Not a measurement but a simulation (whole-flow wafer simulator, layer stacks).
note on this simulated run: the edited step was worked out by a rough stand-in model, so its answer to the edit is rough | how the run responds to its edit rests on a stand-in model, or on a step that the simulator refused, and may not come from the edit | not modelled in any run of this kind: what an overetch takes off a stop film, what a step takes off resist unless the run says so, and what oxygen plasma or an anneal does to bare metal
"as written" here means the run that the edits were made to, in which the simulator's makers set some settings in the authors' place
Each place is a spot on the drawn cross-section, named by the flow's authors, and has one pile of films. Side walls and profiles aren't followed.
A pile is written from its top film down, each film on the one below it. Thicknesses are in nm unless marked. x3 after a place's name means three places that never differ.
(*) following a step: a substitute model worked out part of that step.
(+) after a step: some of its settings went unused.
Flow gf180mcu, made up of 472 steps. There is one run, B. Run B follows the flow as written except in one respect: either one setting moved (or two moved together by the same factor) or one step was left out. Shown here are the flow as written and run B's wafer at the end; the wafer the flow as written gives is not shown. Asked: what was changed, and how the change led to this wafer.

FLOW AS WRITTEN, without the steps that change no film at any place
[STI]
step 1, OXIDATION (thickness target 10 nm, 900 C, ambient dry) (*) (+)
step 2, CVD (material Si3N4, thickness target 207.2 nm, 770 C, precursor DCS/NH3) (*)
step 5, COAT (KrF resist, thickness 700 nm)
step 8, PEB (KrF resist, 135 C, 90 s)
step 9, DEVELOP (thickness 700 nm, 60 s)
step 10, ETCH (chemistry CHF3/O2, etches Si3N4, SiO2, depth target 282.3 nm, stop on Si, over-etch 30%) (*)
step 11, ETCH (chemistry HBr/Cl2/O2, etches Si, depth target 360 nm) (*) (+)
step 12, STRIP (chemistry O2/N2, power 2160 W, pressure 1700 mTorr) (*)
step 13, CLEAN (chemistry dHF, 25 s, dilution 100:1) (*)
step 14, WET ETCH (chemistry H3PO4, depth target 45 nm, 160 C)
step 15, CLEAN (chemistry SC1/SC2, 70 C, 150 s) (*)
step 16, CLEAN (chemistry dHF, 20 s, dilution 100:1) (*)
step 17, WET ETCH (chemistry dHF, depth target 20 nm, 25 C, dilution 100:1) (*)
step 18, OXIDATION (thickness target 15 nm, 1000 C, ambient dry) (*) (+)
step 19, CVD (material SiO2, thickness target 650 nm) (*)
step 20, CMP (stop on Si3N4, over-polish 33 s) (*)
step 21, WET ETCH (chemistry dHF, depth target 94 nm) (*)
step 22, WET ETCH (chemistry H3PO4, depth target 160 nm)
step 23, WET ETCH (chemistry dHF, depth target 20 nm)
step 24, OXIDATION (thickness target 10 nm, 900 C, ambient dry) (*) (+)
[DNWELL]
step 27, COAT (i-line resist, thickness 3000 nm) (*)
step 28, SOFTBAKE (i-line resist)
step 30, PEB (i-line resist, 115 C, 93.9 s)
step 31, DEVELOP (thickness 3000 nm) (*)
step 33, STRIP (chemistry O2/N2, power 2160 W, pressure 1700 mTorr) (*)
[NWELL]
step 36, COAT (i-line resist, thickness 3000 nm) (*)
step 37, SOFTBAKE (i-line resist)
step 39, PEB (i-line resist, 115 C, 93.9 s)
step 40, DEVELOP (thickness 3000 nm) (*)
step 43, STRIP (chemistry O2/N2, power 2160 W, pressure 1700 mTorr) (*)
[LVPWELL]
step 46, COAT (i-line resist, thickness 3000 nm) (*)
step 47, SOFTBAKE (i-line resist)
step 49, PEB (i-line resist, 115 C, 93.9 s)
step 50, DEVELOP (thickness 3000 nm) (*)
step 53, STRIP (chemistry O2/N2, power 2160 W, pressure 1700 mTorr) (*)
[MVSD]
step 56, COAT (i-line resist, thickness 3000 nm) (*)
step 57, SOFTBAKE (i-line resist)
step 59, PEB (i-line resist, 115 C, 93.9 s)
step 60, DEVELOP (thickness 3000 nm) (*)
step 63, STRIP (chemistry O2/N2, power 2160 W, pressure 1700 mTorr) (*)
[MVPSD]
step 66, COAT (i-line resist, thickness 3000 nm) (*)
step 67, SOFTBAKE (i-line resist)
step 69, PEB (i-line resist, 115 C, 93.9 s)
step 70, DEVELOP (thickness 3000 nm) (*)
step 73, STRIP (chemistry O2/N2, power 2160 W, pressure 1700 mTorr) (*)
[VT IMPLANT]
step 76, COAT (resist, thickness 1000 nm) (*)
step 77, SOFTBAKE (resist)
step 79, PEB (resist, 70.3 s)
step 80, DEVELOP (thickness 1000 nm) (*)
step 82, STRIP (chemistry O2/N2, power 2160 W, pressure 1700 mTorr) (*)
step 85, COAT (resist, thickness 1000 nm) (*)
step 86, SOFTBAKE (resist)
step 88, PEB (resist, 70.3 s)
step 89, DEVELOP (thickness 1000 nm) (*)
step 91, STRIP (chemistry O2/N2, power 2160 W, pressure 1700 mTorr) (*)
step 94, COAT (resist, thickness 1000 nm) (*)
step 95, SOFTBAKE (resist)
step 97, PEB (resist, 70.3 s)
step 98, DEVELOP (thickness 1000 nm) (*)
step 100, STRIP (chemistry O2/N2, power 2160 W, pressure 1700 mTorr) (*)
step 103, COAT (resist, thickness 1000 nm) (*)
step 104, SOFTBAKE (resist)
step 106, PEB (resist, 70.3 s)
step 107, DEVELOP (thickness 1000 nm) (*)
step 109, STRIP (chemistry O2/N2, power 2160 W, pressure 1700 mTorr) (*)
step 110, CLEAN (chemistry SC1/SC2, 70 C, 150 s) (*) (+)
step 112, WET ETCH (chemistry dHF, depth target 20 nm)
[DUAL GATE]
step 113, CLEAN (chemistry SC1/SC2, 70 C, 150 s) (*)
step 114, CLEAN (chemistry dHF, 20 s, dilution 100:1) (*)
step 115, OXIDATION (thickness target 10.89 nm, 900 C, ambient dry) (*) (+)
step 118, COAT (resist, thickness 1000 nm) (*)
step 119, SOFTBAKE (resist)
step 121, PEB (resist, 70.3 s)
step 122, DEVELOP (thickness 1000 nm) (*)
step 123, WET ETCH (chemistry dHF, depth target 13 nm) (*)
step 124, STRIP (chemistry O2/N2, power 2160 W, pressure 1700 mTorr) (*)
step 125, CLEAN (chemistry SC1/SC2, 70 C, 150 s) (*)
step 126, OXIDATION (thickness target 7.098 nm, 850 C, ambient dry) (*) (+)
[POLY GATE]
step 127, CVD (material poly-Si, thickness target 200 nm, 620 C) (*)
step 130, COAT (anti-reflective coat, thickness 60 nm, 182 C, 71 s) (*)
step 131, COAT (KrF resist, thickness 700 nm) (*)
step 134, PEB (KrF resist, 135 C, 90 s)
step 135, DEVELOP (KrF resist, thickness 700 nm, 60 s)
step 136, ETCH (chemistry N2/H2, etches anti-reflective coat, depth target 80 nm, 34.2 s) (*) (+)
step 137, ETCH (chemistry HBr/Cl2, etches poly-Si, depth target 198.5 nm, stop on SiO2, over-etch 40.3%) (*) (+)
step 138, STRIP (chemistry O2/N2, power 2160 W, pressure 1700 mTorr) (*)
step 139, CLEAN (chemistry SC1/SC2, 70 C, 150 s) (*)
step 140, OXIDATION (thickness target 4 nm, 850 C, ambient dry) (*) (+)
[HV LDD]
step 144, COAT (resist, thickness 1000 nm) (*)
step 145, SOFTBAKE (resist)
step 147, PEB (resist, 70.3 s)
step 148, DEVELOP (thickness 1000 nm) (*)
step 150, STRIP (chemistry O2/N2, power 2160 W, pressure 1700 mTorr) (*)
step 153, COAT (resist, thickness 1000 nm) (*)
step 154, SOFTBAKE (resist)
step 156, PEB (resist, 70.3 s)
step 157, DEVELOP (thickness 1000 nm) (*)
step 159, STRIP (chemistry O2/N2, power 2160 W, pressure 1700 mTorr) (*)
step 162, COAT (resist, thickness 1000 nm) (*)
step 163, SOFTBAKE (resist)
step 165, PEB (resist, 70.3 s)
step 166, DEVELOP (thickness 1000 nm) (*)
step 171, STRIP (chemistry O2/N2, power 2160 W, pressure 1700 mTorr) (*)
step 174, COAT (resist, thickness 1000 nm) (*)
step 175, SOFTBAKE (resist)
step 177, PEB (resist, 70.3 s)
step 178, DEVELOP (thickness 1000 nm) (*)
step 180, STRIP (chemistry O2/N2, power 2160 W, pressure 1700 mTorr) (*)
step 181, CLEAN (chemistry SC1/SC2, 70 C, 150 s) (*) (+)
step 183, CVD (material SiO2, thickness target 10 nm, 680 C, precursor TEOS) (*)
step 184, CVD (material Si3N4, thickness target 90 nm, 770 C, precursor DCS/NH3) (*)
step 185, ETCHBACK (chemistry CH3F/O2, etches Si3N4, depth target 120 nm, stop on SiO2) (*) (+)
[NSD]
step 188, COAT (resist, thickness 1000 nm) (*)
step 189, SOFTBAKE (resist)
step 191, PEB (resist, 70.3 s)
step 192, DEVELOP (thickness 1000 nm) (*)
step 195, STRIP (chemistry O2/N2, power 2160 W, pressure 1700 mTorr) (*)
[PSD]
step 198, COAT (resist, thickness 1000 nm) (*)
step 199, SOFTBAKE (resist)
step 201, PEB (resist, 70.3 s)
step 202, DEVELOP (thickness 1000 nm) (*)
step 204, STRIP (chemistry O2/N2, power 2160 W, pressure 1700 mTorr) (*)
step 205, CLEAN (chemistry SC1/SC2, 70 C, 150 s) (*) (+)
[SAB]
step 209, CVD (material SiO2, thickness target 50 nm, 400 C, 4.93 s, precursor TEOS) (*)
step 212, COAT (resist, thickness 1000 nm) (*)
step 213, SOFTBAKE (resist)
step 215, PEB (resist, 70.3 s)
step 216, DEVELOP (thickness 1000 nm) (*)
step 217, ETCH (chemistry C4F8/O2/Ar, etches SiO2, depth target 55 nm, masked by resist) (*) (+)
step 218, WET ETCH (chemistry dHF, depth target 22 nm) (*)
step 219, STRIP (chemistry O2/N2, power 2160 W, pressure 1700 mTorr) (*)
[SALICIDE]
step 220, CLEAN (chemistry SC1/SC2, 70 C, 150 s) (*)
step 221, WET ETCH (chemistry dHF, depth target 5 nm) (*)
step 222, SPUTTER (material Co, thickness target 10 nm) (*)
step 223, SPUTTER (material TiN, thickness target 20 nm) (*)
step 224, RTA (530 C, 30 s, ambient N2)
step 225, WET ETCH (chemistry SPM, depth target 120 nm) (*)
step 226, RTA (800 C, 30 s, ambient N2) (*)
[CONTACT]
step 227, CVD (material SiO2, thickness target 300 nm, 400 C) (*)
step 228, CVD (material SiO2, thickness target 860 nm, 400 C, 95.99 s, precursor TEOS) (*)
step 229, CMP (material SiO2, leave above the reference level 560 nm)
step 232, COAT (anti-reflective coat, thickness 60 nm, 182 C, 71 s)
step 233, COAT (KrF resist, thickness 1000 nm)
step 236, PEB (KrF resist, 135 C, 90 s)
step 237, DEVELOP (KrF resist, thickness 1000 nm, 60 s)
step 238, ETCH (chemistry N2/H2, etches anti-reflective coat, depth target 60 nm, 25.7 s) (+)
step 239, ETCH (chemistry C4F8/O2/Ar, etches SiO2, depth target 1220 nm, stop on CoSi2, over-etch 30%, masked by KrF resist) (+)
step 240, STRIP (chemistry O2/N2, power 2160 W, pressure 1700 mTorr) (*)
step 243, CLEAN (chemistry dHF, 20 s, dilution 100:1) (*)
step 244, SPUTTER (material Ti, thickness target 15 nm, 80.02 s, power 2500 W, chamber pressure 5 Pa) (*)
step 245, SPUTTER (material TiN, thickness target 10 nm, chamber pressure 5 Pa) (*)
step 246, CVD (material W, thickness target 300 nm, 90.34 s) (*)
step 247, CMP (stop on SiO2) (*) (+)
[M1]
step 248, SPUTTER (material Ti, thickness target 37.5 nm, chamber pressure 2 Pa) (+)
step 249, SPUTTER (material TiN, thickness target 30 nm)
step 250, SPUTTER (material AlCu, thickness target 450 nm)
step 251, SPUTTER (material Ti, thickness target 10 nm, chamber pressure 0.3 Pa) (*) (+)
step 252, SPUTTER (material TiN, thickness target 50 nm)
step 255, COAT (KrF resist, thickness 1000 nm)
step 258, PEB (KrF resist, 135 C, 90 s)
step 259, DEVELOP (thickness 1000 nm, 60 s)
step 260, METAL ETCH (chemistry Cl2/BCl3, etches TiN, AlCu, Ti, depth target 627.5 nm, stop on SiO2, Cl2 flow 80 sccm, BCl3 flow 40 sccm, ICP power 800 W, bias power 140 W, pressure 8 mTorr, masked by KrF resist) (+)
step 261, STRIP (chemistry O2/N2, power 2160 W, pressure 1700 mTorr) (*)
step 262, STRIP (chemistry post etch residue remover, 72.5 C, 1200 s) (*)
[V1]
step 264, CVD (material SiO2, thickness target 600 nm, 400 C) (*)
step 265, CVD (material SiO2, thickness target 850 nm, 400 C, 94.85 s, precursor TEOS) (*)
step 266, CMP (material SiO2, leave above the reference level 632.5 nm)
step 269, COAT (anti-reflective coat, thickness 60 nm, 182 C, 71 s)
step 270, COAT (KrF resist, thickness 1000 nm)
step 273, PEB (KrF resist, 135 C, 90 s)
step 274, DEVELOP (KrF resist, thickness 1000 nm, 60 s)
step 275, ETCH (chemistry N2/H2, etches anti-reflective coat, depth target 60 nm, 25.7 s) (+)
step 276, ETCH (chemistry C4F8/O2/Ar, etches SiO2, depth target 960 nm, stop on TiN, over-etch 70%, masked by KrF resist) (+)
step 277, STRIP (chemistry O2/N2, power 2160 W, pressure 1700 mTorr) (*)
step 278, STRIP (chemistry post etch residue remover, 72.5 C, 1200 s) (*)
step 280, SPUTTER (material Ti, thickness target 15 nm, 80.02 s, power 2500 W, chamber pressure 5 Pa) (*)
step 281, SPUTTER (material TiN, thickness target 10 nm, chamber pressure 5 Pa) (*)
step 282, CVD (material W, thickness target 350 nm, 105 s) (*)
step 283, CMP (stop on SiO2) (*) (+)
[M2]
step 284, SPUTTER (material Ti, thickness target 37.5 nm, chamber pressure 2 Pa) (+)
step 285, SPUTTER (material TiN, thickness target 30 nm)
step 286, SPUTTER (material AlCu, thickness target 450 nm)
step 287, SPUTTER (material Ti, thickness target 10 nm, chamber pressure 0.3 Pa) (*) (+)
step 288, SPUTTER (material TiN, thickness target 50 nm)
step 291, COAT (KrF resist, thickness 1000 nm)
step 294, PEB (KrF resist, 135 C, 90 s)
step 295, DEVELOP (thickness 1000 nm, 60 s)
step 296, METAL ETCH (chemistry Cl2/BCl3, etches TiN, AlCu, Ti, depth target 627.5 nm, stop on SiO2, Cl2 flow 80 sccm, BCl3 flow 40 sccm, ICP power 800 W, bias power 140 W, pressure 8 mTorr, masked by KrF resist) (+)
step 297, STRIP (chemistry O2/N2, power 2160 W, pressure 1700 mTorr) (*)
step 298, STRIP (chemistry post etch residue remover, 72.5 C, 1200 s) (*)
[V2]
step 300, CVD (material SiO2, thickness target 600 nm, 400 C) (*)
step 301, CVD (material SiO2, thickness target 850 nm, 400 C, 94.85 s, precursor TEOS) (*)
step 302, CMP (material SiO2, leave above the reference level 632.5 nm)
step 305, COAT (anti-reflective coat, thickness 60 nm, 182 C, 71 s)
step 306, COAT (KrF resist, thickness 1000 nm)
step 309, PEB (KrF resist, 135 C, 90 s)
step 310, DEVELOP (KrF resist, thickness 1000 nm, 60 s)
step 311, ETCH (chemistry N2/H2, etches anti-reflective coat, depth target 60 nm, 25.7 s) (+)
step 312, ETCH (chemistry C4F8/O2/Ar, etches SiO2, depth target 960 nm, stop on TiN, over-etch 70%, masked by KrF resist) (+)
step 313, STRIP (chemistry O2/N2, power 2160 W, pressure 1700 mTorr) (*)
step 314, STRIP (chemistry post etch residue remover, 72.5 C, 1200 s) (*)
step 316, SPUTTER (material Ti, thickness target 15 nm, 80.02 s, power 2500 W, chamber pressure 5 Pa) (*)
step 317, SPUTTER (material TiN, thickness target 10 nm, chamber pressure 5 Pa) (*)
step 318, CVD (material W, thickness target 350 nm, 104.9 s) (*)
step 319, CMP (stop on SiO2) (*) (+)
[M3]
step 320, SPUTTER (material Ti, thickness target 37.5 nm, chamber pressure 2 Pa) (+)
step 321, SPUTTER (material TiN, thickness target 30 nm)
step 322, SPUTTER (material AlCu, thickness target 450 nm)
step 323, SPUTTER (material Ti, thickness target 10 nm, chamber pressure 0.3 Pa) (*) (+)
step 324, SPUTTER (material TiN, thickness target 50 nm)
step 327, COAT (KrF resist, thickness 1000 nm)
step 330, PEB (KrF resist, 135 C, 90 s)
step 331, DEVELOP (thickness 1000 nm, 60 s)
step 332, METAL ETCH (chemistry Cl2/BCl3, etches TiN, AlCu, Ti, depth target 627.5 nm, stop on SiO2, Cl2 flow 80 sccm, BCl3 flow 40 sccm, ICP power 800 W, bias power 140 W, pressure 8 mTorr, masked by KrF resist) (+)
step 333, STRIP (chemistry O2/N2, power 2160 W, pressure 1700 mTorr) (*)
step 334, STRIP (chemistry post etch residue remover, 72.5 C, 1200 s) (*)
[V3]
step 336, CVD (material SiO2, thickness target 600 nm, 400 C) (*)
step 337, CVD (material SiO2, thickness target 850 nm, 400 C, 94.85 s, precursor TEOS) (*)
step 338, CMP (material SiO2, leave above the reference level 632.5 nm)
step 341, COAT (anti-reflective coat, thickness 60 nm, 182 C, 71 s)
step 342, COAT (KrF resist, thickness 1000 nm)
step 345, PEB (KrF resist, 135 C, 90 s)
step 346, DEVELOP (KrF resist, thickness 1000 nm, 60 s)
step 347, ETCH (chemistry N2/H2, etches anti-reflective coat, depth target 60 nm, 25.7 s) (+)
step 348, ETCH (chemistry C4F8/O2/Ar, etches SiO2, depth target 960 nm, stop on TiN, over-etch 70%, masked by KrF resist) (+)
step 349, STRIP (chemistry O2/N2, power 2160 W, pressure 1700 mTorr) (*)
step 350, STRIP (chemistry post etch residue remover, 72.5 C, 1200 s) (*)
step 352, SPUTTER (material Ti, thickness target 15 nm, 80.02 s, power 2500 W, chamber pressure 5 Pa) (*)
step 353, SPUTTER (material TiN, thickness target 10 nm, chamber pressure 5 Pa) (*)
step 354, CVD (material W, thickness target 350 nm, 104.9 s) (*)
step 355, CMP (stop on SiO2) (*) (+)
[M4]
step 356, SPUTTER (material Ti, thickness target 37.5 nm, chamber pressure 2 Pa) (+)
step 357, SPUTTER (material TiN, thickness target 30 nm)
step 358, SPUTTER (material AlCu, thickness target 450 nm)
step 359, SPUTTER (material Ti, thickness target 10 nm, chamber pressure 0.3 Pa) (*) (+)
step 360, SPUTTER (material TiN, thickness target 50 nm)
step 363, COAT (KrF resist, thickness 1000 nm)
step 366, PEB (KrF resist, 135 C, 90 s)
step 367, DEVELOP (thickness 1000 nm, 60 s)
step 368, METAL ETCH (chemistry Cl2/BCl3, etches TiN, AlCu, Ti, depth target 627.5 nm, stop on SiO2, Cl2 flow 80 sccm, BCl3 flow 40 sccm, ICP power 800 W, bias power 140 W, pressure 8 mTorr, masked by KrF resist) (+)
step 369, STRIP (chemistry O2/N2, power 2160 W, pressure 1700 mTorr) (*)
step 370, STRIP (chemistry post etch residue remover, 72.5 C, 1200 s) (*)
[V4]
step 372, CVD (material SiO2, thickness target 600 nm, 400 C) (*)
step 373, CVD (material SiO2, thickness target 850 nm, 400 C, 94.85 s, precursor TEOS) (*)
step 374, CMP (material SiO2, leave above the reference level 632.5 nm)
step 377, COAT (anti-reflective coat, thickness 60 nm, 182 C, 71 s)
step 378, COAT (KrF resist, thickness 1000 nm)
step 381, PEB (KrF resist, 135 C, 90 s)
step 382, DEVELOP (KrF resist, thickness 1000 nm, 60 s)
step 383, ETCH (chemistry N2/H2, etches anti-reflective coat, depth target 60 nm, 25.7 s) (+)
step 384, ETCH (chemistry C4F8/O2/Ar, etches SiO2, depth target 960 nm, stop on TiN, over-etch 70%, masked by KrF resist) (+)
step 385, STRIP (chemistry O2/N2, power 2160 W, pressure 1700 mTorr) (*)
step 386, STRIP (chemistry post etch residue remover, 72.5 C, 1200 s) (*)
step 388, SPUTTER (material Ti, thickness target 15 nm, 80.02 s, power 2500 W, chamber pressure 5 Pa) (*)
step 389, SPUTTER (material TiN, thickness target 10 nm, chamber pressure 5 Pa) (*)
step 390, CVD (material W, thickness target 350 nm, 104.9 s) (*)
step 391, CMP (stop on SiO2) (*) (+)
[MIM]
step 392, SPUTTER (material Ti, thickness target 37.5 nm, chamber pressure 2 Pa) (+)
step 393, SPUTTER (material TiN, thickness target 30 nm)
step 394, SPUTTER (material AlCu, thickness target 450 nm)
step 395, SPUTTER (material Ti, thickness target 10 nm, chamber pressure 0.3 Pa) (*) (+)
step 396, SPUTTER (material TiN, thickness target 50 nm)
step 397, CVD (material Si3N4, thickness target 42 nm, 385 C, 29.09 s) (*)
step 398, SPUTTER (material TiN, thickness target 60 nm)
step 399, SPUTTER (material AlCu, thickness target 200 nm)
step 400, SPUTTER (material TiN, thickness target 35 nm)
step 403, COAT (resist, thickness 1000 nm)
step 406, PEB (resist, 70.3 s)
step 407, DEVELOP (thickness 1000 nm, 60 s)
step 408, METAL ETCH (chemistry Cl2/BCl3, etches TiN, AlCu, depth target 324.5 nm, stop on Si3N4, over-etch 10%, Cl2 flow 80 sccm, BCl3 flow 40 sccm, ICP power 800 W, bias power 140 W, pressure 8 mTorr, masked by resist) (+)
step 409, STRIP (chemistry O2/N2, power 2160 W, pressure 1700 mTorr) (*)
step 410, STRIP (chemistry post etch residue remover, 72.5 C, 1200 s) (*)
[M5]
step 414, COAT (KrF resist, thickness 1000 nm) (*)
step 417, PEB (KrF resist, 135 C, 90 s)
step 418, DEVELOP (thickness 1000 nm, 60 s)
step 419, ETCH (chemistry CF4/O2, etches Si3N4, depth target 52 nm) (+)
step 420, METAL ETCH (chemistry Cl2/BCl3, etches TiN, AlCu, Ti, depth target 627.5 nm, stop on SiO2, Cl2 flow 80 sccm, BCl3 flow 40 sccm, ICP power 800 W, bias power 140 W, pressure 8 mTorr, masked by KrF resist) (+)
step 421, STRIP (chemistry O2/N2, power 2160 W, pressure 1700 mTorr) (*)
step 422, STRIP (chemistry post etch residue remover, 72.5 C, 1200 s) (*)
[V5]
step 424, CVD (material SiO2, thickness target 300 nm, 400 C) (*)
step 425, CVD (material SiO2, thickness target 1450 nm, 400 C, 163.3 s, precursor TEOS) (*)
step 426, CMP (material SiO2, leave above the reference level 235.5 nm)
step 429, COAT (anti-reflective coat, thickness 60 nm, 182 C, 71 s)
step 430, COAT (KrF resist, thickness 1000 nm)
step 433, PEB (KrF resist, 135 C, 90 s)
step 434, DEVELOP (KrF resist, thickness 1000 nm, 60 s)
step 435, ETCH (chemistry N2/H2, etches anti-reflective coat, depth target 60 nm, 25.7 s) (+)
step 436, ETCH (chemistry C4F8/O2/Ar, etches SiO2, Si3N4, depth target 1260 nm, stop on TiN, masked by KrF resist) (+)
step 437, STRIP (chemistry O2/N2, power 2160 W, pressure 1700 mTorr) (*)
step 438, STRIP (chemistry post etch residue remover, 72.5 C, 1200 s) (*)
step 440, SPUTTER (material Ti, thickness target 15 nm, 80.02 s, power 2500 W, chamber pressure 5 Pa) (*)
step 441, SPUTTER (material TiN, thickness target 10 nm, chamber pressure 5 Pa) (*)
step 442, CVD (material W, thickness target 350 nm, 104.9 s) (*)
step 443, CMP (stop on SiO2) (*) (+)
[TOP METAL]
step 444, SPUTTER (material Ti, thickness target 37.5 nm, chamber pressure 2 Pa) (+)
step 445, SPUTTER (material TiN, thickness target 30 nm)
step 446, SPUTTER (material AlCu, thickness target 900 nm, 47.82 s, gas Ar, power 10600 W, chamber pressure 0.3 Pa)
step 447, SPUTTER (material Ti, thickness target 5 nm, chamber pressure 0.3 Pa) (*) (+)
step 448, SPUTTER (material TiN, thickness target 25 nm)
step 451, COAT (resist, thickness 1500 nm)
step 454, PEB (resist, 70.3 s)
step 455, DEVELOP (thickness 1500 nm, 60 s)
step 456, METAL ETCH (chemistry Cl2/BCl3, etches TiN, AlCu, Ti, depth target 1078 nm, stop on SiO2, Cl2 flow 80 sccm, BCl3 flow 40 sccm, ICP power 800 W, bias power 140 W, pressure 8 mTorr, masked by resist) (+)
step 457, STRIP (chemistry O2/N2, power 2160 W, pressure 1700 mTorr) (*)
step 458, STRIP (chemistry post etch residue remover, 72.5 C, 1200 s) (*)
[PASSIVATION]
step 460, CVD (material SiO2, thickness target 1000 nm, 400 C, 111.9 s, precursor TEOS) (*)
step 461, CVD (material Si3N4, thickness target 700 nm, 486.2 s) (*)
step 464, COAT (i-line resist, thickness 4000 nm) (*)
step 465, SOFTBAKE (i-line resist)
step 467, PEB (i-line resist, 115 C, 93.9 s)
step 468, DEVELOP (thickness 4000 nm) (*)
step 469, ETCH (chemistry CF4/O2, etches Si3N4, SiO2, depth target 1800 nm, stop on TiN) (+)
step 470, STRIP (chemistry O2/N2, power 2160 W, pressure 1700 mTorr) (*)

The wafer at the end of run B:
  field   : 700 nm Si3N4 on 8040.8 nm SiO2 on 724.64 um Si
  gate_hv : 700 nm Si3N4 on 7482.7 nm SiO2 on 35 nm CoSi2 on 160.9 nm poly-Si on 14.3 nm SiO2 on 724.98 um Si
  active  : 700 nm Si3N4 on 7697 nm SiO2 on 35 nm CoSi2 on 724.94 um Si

What caused this: step 460, CVD: thickness target 810 nm was run, while the flow as written has thickness target 1000 nm; step 460, CVD: 90.68 s was run, where the flow has 111.9 s.

The path from the change to this, step by step:
  step 460, CVD (material SiO2, thickness target 1000 nm, 400 C, 111.9 s, precursor TEOS) (*)
      field, field__w1, field__w2 and 103 more: +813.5 SiO2 (as written it would have been: +1000 SiO2)
      field__w8, contact, m1, m1__w1, pad, m1_nw: +813.5 SiO2 (new film) (as written it would have been: +1000 SiO2 (new film))
  step 465, SOFTBAKE (i-line resist)
      gate: -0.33 i-line resist (as written it would have been: +1.79 i-line resist)
      ld_acc_p, ld_fp_p, ld_drift_p: +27 i-line resist (as written it would have been: +33.8 i-line resist)
      (as well as at 57 more places)
  step 469, ETCH (chemistry CF4/O2, etches Si3N4, SiO2, depth target 1800 nm, stop on TiN) (+)
      pad: -700 Si3N4 (all of it), -813.5 SiO2 (all of it) (as written it would have been: -700 Si3N4 (all of it), -1000 SiO2 (all of it))
